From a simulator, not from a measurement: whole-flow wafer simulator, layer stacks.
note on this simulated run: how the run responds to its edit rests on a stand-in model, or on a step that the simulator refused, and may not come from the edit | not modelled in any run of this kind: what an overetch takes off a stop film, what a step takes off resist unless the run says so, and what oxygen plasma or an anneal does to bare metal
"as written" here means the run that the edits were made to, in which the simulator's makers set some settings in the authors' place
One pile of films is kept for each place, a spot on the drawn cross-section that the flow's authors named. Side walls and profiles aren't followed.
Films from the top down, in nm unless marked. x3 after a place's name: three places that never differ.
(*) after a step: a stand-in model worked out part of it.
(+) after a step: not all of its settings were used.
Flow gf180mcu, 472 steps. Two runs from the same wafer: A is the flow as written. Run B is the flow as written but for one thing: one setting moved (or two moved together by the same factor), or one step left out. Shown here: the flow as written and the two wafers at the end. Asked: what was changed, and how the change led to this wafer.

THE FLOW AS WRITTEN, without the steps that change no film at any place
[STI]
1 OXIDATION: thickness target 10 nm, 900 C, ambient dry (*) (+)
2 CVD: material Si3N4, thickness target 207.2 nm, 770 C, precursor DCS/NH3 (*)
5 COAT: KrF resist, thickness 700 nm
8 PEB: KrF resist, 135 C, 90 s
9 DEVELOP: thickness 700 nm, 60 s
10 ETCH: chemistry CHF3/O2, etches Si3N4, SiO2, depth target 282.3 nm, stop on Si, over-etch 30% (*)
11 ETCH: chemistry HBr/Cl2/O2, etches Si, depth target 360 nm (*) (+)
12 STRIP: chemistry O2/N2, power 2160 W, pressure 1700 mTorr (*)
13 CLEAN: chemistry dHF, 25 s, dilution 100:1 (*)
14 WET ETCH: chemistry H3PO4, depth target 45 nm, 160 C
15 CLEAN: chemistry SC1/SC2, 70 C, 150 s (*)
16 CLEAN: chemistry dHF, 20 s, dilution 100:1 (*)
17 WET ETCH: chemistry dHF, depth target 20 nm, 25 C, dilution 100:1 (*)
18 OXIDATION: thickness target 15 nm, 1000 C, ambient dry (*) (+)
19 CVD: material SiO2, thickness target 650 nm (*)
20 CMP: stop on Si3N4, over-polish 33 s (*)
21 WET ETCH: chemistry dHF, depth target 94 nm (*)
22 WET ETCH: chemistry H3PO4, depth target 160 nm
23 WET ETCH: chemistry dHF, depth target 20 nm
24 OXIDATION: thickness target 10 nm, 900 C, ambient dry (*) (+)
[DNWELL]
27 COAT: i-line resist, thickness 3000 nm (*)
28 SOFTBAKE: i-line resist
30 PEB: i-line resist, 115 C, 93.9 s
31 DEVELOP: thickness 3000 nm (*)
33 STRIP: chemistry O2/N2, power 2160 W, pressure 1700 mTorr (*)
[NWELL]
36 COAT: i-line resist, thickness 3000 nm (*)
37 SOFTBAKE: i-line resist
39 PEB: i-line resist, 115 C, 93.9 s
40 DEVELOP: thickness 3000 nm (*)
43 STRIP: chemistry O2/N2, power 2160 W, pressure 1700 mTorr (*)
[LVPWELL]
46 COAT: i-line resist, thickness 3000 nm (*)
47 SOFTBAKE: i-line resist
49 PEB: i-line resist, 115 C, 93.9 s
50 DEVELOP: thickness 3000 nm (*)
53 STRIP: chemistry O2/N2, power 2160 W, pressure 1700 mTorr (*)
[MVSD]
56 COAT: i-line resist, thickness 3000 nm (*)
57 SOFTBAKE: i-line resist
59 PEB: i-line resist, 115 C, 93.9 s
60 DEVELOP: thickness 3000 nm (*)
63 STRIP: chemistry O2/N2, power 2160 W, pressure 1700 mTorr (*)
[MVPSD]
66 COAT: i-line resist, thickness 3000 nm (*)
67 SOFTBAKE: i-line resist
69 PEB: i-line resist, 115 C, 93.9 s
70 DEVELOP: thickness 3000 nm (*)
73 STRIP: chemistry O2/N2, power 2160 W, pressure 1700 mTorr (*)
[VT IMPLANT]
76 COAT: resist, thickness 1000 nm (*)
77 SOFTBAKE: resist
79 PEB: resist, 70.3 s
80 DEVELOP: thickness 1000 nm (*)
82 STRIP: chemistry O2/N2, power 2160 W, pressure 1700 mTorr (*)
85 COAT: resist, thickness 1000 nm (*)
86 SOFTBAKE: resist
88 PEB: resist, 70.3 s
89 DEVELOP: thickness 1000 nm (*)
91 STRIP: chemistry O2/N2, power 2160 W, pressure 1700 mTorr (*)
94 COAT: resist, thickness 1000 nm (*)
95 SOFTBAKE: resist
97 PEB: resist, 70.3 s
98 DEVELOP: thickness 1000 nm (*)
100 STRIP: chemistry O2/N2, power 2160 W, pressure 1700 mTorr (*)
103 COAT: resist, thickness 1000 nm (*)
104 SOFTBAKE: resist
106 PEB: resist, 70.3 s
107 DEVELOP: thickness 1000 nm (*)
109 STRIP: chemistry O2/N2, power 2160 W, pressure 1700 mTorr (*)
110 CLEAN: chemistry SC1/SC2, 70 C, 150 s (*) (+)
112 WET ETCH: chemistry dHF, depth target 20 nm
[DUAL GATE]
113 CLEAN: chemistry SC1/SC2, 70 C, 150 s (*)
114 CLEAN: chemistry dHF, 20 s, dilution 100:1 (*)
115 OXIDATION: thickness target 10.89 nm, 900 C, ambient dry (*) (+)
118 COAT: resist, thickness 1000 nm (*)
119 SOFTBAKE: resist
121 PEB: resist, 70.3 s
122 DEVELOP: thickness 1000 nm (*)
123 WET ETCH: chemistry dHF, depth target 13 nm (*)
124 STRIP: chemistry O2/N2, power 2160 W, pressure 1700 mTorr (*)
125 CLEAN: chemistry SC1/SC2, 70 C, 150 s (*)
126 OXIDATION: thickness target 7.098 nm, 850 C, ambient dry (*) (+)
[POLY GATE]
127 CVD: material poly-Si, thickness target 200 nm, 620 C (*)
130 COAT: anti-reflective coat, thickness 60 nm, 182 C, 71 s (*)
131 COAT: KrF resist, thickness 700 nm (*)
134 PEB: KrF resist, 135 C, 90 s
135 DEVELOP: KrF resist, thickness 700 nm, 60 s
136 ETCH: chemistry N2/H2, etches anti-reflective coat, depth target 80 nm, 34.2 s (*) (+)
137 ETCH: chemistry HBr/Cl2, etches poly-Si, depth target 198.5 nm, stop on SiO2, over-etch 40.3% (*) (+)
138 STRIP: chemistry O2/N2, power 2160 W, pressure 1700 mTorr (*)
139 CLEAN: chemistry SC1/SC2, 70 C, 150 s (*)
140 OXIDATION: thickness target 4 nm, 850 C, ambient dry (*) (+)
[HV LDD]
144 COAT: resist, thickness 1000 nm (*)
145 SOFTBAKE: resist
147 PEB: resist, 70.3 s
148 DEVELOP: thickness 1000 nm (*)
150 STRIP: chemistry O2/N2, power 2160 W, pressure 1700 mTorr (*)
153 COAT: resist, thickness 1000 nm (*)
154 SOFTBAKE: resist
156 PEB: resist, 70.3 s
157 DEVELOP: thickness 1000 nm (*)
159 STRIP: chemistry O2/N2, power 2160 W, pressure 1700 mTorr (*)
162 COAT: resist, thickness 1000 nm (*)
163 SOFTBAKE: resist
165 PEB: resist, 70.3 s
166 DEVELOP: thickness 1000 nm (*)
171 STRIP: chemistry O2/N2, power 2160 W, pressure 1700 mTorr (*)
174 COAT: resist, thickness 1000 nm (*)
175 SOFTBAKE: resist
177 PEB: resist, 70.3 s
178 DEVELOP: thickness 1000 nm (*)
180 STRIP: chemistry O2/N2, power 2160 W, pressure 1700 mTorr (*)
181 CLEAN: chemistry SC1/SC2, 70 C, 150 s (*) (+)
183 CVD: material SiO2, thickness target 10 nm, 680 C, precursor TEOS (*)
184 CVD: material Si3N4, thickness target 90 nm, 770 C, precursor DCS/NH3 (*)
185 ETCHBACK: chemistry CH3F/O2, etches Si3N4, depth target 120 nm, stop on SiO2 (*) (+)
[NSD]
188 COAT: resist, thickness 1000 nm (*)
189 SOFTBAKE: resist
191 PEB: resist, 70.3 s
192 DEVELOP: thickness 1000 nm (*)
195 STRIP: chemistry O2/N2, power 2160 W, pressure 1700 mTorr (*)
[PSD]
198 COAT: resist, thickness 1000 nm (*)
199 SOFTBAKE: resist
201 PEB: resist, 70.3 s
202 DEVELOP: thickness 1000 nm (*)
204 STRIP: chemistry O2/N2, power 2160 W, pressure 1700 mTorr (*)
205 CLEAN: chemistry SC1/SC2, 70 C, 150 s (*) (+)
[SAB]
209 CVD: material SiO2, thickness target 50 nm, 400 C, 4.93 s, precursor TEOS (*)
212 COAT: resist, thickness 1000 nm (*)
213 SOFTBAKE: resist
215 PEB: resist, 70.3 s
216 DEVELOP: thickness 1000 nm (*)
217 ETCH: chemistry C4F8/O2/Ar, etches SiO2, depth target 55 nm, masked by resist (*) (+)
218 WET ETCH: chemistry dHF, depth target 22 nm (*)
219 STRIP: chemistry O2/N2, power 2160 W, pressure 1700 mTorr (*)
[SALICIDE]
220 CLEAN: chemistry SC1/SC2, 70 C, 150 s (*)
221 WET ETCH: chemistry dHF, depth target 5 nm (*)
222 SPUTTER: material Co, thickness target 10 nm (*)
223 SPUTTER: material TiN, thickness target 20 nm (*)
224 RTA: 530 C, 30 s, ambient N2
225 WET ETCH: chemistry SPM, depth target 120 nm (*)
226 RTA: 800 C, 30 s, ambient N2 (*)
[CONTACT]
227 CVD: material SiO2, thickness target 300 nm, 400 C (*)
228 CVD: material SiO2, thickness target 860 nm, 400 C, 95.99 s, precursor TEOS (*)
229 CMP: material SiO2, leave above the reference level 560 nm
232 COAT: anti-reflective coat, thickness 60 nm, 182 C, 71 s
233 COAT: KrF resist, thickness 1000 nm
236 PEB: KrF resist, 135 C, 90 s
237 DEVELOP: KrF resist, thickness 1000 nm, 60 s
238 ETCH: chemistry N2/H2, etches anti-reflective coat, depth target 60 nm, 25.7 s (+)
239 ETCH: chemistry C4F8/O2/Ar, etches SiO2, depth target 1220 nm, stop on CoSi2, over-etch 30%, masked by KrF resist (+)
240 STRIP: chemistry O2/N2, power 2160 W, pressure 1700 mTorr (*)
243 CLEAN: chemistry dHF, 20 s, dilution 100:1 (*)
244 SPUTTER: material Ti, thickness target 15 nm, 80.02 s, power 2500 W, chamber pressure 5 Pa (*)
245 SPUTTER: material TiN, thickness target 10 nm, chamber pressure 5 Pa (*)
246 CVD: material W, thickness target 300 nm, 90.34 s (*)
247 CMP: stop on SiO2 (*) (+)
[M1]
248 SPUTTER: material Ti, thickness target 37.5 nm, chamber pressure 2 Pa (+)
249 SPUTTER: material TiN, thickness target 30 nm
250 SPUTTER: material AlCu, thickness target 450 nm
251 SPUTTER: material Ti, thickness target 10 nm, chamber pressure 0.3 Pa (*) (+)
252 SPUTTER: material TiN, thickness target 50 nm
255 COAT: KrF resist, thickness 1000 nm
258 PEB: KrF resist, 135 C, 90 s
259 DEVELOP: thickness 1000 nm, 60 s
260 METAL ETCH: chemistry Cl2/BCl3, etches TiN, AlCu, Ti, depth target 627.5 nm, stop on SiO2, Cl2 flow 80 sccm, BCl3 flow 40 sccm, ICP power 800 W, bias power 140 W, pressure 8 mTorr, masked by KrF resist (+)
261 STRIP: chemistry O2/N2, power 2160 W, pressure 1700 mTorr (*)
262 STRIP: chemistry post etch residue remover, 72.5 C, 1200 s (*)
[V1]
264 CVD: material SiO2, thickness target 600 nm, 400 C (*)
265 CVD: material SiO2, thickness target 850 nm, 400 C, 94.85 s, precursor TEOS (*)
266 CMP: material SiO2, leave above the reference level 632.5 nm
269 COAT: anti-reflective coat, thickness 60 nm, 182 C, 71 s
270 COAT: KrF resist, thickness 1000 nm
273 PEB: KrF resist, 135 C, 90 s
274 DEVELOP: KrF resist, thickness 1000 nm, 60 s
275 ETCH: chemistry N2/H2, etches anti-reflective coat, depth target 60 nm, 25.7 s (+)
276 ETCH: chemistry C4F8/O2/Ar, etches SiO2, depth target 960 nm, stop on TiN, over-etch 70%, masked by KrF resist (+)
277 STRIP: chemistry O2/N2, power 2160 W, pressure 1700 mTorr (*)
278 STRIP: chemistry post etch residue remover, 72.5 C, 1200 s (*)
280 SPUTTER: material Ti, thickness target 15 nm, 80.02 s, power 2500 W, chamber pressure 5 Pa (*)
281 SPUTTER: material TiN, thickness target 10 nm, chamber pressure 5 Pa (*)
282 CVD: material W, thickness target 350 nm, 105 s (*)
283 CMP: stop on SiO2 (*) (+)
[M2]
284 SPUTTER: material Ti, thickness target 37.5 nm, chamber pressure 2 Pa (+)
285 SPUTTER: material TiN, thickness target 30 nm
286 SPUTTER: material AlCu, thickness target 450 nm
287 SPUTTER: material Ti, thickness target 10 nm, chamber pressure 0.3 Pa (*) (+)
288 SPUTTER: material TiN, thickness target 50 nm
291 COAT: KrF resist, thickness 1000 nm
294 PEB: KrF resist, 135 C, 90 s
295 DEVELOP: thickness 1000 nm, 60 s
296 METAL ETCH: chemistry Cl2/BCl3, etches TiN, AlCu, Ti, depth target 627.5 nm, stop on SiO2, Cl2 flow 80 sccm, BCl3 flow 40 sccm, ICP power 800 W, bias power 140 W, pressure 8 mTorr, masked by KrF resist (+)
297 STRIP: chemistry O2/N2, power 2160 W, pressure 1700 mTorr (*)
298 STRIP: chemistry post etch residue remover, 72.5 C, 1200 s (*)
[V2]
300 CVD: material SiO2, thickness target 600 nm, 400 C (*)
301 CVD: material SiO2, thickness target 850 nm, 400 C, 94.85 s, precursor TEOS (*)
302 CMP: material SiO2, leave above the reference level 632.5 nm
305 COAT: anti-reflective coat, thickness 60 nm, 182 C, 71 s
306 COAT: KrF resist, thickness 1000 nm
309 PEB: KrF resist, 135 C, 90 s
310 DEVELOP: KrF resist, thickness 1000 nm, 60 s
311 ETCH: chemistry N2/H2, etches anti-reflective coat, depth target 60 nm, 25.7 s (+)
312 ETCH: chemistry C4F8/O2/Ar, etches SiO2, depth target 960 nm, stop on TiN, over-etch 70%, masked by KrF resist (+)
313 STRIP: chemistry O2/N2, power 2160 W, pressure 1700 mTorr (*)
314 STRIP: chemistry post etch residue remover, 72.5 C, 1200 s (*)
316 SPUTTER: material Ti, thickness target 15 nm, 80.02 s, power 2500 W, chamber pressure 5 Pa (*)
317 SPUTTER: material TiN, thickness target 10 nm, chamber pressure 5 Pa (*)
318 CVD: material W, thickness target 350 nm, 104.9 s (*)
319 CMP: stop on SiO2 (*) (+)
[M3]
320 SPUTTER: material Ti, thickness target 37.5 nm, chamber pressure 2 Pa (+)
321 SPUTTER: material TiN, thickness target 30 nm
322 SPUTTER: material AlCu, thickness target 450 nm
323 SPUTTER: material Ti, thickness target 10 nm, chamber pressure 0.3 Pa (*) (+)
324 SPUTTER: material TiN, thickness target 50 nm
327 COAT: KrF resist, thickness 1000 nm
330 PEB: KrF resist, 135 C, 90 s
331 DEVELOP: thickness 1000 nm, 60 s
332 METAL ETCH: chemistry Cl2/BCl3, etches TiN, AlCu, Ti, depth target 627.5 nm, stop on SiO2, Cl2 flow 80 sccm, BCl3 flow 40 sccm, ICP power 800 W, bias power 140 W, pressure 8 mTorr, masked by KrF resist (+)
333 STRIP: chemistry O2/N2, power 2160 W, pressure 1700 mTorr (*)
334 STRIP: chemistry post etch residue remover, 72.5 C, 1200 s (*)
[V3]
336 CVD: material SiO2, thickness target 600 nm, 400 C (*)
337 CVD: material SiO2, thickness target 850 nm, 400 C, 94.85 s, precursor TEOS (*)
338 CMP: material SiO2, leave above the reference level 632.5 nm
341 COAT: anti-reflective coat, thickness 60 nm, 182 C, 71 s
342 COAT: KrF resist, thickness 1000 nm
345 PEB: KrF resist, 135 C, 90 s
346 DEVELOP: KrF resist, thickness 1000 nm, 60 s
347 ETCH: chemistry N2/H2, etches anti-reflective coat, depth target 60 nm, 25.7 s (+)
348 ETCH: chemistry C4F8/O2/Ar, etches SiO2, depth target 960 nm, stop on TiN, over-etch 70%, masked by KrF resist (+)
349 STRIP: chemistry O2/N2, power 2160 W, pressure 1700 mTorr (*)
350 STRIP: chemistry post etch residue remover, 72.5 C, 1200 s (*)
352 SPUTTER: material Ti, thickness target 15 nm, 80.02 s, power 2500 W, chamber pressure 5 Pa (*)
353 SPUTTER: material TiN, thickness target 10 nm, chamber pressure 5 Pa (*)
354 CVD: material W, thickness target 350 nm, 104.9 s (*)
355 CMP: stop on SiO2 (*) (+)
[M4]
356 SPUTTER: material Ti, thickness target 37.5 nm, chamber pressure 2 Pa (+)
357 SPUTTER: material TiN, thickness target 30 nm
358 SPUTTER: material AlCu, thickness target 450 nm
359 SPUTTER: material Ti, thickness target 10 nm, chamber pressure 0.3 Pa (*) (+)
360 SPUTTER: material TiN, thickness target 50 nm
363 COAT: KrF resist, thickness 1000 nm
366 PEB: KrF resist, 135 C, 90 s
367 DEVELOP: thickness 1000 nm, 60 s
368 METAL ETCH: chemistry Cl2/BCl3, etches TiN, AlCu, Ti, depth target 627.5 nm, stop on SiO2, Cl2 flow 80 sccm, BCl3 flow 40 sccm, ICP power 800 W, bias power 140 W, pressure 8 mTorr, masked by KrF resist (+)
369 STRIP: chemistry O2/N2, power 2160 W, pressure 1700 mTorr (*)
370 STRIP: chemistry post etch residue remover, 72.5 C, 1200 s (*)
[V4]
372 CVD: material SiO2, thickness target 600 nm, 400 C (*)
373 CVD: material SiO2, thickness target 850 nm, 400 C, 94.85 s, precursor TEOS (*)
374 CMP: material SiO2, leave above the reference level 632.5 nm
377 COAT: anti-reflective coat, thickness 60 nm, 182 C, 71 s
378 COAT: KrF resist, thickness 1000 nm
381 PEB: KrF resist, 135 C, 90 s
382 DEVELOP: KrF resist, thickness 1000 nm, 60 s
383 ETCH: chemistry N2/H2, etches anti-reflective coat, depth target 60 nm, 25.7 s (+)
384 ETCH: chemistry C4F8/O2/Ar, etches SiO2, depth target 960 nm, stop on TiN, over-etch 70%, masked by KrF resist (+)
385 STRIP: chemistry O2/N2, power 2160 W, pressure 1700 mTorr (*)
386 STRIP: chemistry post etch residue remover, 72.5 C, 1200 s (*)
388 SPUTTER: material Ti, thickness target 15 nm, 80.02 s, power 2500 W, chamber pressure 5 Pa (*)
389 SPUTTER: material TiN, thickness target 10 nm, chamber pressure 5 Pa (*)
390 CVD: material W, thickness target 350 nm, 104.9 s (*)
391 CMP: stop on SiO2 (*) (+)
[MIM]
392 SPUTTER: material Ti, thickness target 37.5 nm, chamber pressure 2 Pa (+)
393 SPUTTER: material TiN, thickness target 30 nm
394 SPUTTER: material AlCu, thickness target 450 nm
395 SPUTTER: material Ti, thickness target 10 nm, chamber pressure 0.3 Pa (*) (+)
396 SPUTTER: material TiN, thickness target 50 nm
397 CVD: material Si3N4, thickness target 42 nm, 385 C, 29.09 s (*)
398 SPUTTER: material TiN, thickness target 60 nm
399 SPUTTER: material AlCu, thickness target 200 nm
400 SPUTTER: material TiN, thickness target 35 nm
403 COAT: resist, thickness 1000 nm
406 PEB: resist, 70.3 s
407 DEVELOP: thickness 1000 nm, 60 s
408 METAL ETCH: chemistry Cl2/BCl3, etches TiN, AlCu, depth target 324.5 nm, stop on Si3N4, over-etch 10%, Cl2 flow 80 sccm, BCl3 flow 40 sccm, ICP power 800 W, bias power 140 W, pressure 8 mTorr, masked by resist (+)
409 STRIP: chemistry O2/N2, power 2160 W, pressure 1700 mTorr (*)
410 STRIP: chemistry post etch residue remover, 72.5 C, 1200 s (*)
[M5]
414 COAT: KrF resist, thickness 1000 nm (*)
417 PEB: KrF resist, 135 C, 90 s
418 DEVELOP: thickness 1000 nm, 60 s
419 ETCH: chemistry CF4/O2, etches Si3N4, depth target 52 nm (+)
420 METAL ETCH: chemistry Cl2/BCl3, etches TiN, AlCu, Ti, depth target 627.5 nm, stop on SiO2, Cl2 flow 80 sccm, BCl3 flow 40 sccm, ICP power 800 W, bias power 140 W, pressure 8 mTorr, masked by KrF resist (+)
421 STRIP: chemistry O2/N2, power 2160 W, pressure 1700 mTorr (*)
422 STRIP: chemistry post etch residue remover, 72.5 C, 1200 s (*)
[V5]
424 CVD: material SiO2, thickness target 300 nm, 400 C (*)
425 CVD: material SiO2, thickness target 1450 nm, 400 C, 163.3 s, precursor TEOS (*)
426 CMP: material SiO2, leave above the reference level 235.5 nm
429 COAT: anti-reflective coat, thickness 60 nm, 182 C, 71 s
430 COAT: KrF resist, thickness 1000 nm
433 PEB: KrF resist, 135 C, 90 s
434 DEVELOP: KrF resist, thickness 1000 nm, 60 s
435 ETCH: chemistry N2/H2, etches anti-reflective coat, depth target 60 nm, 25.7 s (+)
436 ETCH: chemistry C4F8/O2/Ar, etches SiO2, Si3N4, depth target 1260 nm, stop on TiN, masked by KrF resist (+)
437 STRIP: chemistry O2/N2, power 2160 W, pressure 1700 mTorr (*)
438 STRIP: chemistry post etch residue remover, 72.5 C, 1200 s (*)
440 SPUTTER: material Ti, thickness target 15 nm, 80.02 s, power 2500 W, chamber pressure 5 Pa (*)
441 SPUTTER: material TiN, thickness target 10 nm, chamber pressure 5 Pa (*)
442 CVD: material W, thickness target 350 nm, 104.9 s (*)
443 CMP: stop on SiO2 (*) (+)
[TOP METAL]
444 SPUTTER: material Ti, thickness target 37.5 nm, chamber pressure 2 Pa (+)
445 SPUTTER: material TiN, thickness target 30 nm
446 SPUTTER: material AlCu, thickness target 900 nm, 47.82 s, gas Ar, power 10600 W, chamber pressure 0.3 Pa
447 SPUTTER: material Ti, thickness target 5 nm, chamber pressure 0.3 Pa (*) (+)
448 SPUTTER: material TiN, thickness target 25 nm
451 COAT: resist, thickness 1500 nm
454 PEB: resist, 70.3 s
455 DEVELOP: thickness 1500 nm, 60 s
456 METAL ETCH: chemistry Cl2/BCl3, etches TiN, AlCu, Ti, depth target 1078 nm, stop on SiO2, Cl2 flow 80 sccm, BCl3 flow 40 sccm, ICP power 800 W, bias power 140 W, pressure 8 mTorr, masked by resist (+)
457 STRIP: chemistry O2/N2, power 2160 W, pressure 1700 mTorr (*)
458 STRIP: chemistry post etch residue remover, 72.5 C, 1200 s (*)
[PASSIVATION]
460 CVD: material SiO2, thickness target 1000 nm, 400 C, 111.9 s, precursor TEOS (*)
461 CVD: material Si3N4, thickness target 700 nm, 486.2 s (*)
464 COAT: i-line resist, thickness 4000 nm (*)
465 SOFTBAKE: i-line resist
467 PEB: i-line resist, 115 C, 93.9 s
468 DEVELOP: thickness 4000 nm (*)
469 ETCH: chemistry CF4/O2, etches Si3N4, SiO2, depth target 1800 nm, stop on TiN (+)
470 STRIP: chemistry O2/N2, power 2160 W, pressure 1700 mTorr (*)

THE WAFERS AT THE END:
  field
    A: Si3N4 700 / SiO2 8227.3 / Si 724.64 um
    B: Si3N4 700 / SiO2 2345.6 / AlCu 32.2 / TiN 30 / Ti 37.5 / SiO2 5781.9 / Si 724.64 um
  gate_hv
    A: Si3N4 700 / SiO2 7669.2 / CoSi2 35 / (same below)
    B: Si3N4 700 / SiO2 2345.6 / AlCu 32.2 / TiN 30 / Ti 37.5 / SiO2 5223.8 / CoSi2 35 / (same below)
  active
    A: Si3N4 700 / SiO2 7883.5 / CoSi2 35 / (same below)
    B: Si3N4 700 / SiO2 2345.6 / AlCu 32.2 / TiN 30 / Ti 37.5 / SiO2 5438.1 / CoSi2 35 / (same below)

The cause: step 420, METAL ETCH: depth target 470.6 nm was run, where the flow has depth target 627.5 nm.

How the change led to this, step by step:
  420 METAL ETCH: chemistry Cl2/BCl3, etches TiN, AlCu, Ti, depth target 627.5 nm, stop on SiO2, Cl2 flow 80 sccm, BCl3 flow 40 sccm, ICP power 800 W, bias power 140 W, pressure 8 mTorr, masked by KrF resist (+)
      field, field__w1, field__w2 and 101 more: A TiN -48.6 (all of it), Ti -10 (all of it), AlCu -450 (all of it), TiN -30 (all of it), Ti -37.5 (all of it) | B TiN -48.6 (all of it), Ti -10 (all of it), AlCu -412
      field__w4, field__w8, contact, m1, m1__w1, mim, mim_1p0, m1_nw: A KrF resist -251 | B KrF resist -188.2
  421 STRIP: chemistry O2/N2, power 2160 W, pressure 1700 mTorr (*)
      field__w8, m1__w1: A KrF resist -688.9 (all of it) | B KrF resist -751.6 (all of it)
      contact, m1: A KrF resist -689.3 (all of it) | B KrF resist -752.1 (all of it)
      (and at 4 more places)
  422 STRIP: chemistry post etch residue remover, 72.5 C, 1200 s (*)
      field, field__w1, field__w2 and 101 more: A nothing | B AlCu -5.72
  424 CVD: material SiO2, thickness target 300 nm, 400 C (*)
      field, field__w1, field__w2 and 101 more: A SiO2 +300 | B SiO2 +300 (new film)
  426 CMP: material SiO2, leave above the reference level 235.5 nm
      field, field__w1, field__w5 and 92 more: A SiO2 -300.8 | B SiO2 -400.6
      field__w2, field__w3, field__w12 and 6 more: A SiO2 -272.7 | B SiO2 -377
Counting metal films that touch as one body, field has 1 body; the flow as written gives 0 bodies.
Counting metal films that touch as one body, gate_hv has 2 bodies (between them, from the top down: SiO2 5223.8); the flow as written gives 1 body.
Counting metal films that touch as one body, active has 2 bodies (between them, from the top down: SiO2 5438.1); the flow as written gives 1 body.
